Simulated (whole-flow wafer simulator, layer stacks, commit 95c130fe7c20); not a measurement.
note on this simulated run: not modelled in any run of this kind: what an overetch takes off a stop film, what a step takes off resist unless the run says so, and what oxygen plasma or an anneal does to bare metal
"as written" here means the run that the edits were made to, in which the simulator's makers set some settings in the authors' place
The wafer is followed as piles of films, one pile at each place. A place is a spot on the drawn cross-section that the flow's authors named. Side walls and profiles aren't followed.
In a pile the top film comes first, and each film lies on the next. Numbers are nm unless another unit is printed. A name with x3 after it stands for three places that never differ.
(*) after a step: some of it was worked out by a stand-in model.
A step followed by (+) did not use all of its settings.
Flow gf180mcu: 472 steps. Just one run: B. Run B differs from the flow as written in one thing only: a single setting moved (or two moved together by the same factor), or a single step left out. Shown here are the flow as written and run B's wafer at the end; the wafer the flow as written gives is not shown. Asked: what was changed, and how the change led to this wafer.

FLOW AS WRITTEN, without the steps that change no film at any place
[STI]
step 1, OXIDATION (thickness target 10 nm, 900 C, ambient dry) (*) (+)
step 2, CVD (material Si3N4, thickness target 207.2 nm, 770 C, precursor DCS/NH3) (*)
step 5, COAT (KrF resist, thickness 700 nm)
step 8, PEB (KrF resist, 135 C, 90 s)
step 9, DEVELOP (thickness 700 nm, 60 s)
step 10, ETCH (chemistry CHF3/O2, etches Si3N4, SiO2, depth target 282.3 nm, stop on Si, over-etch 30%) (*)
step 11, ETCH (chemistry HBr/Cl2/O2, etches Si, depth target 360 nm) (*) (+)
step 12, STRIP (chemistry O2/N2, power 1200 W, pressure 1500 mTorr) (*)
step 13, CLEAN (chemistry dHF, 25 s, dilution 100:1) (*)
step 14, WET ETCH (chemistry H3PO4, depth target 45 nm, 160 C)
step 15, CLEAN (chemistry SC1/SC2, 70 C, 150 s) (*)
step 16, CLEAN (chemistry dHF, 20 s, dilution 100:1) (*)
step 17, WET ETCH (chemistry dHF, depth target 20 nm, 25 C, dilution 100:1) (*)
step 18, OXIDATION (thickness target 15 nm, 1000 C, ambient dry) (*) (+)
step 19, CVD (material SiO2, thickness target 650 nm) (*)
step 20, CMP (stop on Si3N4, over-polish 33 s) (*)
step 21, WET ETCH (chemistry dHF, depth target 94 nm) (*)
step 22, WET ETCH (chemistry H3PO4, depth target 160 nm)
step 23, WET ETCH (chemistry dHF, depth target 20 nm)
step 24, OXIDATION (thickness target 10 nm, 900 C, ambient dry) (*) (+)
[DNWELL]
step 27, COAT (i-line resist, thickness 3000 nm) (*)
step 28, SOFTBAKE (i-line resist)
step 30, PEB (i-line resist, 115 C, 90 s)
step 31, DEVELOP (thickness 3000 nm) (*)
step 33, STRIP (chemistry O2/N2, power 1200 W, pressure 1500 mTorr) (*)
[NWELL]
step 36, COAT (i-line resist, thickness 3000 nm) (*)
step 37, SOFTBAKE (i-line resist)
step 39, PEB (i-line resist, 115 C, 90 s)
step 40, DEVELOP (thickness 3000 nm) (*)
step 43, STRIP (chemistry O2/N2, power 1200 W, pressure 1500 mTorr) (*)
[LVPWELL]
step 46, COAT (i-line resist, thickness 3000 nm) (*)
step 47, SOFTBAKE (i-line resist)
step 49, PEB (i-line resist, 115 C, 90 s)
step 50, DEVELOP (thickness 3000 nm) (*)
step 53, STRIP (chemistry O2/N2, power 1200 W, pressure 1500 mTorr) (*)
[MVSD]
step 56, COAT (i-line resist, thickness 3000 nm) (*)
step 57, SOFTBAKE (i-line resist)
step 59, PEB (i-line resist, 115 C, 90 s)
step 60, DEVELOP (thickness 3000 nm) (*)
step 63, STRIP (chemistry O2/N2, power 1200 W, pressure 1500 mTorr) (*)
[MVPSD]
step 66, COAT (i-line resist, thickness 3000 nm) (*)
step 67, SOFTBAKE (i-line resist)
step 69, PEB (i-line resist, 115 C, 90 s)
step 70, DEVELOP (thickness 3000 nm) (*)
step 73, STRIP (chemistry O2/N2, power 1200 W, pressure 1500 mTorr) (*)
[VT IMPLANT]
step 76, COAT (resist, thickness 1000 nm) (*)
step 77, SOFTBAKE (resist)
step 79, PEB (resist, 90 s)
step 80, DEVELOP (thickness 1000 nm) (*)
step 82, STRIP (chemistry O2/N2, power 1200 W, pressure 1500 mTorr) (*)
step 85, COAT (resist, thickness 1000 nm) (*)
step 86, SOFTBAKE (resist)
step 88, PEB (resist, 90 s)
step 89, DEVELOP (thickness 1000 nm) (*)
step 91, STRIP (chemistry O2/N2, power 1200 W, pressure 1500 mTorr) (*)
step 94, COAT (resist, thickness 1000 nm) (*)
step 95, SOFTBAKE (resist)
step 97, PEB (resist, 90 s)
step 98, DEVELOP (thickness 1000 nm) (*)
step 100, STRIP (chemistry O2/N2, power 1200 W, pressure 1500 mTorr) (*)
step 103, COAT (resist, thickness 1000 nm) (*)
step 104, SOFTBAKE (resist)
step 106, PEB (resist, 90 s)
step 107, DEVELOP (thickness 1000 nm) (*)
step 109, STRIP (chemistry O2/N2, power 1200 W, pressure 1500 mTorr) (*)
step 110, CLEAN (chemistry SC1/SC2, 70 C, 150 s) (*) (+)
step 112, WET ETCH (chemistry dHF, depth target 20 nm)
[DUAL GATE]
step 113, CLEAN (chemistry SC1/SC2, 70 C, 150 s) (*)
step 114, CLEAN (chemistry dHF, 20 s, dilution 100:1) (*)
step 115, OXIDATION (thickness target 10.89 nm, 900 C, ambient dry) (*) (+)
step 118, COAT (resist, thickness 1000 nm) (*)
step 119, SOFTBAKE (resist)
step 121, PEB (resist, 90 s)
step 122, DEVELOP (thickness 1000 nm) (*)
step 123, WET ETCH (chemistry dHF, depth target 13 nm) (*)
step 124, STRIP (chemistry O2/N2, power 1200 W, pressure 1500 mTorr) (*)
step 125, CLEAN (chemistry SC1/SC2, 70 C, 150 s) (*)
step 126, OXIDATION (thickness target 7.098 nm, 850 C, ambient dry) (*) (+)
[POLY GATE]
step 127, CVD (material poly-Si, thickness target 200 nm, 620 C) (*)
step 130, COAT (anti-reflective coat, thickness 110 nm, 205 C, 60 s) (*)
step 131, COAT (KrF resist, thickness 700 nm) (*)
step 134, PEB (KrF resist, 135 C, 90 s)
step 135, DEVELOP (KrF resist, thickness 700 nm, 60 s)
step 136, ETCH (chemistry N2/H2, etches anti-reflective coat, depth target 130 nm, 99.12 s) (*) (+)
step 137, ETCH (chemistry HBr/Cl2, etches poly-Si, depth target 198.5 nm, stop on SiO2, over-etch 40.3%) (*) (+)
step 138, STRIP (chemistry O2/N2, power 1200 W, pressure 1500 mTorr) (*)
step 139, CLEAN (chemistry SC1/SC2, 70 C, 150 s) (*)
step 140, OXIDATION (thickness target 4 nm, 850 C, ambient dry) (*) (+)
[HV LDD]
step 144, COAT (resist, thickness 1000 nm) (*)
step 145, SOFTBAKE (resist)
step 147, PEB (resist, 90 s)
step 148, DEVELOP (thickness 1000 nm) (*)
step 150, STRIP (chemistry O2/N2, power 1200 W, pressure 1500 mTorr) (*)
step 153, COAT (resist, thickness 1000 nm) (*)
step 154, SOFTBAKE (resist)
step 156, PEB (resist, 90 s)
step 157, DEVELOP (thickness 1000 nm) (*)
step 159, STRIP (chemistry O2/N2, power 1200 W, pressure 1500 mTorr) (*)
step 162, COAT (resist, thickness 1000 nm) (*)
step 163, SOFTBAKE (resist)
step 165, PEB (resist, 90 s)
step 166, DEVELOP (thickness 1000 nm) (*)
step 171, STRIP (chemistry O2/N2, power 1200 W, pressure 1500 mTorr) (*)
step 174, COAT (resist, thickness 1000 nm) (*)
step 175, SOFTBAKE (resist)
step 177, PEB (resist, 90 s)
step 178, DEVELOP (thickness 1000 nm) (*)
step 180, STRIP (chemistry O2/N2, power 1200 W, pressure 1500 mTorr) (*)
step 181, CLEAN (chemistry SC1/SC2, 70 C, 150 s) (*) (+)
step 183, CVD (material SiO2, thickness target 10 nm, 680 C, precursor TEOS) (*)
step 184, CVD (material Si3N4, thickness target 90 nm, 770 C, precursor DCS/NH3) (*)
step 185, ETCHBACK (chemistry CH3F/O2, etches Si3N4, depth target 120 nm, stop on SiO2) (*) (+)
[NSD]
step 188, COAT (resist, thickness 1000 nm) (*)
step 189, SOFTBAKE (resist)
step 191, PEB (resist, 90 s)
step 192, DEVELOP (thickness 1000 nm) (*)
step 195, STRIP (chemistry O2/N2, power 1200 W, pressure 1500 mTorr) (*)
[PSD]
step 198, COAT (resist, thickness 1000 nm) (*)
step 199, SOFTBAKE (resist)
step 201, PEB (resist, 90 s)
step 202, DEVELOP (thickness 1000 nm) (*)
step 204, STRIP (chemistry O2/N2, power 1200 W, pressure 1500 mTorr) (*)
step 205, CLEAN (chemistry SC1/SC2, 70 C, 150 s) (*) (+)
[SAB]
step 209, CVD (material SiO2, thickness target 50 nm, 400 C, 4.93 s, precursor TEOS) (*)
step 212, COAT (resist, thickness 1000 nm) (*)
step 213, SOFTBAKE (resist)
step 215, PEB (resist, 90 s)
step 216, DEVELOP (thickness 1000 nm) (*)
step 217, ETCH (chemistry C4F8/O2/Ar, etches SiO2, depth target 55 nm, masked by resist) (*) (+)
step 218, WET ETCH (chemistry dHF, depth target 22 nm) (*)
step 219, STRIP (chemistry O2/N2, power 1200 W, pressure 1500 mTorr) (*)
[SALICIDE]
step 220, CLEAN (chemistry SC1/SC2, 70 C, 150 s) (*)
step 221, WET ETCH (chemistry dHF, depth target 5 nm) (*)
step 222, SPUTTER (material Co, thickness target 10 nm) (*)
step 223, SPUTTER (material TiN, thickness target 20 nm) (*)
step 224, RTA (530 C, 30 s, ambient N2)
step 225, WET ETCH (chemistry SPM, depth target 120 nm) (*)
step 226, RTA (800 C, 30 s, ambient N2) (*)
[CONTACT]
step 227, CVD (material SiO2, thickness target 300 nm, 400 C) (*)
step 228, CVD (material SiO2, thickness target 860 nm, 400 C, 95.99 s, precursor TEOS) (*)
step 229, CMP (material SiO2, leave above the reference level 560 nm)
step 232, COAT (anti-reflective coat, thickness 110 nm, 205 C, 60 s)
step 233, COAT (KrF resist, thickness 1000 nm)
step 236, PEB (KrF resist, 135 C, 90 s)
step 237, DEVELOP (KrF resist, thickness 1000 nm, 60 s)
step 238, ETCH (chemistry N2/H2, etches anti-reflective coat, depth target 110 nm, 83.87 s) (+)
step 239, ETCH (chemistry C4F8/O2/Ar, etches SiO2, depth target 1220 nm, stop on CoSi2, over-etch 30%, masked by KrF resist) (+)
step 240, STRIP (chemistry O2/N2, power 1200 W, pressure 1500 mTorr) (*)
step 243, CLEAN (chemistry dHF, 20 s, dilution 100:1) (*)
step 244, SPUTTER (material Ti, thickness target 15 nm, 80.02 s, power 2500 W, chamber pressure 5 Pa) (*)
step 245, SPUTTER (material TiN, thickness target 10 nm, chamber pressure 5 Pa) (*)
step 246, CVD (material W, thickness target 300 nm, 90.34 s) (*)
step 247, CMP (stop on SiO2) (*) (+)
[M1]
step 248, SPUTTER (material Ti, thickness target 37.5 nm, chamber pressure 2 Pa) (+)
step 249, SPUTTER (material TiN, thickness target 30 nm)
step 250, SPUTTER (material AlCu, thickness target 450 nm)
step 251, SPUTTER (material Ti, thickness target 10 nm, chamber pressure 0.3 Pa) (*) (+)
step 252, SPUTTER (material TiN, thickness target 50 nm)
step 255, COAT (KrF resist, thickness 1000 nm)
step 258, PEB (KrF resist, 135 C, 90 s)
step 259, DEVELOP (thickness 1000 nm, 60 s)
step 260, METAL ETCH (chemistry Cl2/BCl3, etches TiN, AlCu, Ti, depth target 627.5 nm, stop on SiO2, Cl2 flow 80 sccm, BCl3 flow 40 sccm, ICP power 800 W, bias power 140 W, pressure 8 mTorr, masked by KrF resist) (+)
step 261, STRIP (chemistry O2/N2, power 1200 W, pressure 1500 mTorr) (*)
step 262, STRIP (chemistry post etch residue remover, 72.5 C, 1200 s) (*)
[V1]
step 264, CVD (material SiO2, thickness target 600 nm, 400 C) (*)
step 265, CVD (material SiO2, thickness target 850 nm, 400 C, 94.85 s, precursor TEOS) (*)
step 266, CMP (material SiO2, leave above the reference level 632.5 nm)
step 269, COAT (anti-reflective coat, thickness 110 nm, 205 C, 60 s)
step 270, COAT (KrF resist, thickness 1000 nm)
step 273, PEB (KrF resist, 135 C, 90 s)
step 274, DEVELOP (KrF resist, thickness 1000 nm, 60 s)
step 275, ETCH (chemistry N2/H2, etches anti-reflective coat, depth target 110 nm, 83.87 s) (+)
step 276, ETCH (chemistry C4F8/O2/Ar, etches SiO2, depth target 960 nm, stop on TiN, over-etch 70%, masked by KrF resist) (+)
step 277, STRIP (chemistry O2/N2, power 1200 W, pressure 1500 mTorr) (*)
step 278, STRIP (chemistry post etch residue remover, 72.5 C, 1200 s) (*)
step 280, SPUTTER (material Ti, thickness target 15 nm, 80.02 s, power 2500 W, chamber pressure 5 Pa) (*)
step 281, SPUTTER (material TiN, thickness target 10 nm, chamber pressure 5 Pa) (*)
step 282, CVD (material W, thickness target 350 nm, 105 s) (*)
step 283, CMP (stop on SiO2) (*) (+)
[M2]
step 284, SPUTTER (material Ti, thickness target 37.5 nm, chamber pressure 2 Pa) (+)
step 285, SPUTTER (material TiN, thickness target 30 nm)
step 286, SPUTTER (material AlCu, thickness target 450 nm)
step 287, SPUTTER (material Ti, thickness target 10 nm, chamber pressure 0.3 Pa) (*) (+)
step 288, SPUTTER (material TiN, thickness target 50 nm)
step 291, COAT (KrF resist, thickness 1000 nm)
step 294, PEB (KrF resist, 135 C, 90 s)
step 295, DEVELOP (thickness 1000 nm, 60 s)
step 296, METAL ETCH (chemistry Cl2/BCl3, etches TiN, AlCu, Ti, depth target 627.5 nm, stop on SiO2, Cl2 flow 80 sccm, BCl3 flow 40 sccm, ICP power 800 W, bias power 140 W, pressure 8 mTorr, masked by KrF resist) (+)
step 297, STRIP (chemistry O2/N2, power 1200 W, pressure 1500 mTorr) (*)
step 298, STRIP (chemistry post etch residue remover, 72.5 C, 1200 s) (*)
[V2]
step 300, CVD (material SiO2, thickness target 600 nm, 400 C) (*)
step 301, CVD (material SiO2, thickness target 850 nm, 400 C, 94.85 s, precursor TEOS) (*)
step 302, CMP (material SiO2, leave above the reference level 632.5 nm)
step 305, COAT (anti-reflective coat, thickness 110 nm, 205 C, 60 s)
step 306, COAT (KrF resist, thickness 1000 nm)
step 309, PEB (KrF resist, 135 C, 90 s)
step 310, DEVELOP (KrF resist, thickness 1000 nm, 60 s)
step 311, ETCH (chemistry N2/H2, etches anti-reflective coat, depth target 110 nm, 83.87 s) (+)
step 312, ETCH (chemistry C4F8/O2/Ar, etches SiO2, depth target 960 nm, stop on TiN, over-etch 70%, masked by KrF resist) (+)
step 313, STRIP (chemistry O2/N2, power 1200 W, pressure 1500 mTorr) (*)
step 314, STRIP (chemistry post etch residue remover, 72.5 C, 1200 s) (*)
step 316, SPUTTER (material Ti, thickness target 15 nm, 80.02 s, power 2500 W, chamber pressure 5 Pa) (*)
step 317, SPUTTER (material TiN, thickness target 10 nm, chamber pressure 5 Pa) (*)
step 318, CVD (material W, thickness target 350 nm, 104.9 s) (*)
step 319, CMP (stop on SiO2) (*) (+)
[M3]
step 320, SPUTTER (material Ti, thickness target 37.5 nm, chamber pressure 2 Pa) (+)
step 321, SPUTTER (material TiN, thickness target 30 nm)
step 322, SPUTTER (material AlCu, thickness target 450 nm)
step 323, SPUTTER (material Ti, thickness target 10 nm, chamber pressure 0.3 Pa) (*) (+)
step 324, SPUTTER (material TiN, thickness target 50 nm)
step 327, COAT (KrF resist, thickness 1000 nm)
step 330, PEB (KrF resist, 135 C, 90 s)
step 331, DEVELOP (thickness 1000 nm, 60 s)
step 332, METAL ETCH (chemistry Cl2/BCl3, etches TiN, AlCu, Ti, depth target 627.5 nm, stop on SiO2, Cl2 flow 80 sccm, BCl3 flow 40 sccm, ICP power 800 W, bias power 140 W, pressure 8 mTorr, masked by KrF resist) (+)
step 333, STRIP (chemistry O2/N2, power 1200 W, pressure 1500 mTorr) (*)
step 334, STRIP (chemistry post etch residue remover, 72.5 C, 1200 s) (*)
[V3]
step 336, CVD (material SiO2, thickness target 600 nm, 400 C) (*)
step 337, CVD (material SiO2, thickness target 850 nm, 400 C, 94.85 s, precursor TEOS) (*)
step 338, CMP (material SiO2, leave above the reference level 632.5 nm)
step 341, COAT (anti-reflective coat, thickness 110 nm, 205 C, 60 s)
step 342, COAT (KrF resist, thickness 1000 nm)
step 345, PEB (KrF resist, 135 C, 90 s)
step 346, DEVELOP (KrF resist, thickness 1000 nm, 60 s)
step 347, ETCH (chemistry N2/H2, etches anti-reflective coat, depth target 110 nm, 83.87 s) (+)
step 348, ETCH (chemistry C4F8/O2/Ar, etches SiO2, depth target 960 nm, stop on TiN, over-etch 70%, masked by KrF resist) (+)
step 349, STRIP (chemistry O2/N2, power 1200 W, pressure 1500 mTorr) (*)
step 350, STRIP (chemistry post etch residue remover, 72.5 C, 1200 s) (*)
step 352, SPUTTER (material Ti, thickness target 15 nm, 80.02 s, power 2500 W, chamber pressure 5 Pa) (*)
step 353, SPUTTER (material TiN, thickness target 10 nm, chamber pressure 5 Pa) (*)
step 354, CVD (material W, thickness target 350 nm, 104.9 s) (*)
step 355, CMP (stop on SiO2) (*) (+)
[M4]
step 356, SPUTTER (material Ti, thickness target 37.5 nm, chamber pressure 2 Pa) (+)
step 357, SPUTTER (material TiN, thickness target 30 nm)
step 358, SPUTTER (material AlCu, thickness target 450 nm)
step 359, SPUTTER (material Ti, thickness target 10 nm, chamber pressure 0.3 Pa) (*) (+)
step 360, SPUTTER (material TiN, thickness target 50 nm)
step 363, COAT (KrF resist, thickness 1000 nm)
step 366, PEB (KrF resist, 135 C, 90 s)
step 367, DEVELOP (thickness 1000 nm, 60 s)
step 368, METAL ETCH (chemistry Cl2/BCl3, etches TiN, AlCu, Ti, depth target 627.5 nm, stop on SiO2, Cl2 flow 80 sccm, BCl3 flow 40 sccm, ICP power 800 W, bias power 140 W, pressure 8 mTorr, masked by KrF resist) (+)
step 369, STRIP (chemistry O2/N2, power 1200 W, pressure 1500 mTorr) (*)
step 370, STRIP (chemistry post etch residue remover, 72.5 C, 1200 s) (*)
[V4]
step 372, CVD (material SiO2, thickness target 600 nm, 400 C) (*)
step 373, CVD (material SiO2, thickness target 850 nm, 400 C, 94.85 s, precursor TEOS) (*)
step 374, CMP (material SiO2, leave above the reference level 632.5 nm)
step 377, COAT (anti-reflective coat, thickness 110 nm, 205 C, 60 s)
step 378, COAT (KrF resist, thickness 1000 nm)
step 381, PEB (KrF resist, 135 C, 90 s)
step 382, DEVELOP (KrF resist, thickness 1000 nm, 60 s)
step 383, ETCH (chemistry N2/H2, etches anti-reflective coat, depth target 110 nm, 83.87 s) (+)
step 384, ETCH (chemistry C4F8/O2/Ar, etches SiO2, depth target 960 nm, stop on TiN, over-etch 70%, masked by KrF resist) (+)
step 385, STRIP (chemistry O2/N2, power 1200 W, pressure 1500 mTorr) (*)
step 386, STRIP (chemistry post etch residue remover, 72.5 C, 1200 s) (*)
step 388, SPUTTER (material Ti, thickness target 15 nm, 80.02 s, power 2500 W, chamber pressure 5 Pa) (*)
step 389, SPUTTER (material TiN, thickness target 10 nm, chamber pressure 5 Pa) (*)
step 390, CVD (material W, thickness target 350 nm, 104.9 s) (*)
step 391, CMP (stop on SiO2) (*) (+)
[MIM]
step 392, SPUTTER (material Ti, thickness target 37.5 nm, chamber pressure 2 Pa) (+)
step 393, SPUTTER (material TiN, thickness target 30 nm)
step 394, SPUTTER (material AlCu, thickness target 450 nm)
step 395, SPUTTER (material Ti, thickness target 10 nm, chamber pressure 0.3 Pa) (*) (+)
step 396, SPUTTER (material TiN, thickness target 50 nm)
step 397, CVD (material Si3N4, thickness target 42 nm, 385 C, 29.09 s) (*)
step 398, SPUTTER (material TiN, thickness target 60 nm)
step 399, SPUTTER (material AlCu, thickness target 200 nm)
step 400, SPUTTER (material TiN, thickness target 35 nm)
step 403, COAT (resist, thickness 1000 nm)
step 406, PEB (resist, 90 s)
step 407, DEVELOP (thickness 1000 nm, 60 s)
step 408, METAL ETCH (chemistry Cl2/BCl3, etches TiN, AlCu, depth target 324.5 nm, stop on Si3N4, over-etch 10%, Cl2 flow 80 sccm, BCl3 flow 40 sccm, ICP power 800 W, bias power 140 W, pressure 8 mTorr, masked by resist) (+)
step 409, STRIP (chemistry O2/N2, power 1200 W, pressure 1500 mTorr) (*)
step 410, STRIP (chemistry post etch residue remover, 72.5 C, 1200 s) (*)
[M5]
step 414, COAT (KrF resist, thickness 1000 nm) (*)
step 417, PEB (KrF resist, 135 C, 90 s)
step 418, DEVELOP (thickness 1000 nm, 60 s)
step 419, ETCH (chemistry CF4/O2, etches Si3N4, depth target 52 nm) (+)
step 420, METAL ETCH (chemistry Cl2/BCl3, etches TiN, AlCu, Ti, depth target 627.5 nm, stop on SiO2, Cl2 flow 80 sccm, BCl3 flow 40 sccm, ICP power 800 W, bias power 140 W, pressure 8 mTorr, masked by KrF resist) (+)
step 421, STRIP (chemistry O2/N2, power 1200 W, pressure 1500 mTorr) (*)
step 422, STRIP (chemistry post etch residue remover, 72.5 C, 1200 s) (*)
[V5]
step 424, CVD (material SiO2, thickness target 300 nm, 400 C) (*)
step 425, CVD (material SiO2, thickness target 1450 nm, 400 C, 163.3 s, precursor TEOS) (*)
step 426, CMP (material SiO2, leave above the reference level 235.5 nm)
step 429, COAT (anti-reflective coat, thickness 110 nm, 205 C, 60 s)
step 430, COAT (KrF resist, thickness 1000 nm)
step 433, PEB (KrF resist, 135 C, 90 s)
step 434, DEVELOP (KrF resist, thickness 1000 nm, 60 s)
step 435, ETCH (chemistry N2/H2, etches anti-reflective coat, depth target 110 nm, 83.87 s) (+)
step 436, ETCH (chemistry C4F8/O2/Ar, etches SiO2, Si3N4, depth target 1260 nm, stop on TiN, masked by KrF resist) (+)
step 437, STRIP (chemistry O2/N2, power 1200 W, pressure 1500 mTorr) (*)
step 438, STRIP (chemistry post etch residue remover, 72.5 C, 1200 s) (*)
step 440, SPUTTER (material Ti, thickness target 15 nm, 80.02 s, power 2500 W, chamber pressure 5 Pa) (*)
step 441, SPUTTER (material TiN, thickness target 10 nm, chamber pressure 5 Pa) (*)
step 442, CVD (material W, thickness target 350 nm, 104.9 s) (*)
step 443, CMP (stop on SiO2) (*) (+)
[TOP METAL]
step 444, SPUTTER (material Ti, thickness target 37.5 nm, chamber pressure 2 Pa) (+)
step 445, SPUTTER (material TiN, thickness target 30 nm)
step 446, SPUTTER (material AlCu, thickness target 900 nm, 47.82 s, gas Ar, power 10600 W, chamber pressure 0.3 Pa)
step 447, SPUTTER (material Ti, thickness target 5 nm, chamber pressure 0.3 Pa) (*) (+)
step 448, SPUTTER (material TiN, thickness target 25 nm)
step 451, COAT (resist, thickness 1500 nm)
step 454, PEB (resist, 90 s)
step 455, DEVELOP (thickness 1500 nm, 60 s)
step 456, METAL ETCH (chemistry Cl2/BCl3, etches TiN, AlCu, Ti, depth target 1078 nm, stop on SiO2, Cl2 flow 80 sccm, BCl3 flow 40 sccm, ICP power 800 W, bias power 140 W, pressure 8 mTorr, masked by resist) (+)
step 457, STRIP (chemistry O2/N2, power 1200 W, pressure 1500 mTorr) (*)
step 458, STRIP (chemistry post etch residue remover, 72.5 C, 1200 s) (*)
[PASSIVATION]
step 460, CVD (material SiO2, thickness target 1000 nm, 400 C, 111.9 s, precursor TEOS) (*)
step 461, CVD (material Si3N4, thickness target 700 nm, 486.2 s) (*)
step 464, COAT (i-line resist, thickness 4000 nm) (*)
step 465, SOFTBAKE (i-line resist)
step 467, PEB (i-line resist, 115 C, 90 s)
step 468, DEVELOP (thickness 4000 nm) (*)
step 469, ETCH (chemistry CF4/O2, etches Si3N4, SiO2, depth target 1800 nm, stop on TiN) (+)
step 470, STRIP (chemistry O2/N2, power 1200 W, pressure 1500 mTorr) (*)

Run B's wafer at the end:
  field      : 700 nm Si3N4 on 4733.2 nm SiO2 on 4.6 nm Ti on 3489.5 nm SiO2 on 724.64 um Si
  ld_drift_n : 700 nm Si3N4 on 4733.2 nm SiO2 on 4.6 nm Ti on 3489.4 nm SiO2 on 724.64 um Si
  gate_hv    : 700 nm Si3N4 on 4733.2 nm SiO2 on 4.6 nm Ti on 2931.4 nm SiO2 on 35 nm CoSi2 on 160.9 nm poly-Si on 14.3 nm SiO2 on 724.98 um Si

What caused this: step 332, METAL ETCH: depth target 572.9 nm was run, while the flow as written has depth target 627.5 nm.

Step by step, how the change led to this:
  step 332, METAL ETCH (chemistry Cl2/BCl3, etches TiN, AlCu, Ti, depth target 627.5 nm, stop on SiO2, Cl2 flow 80 sccm, BCl3 flow 40 sccm, ICP power 800 W, bias power 140 W, pressure 8 mTorr, masked by KrF resist) (+)
      field, field__w1, field__w2 and 103 more: TiN loses 50 (all of it), Ti loses 10 (all of it), AlCu loses 450 (all of it), TiN loses 30 (all of it), Ti loses 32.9 (as written it would have been: TiN loses 50 (all of it), Ti loses 10 (all of it), AlCu loses 450 (all of it), TiN loses 30 (all of it), Ti loses 37.5 (all of it))
      field__w8, contact, m1, m1__w1, m1_nw: KrF resist loses 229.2 (as written it would have been: KrF resist loses 251)
  step 333, STRIP (chemistry O2/N2, power 1200 W, pressure 1500 mTorr) (*)
      field__w8, contact, m1, m1__w1, m1_nw: KrF resist loses 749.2 (all of it) (as written it would have been: KrF resist loses 727.4 (all of it))
  step 336, CVD (material SiO2, thickness target 600 nm, 400 C) (*)
      field, field__w1, field__w2 and 103 more: SiO2 gains 600 (new film) (as written it would have been: SiO2 gains 600)
With metal films that touch counted as one body, field has 1 body; the flow as written gives 0 bodies.
With metal films that touch counted as one body, ld_drift_n has 1 body; the flow as written gives 0 bodies.
With metal films that touch counted as one body, gate_hv has 2 bodies (between them, from the top down: SiO2 2931.4); the flow as written gives 1 body.
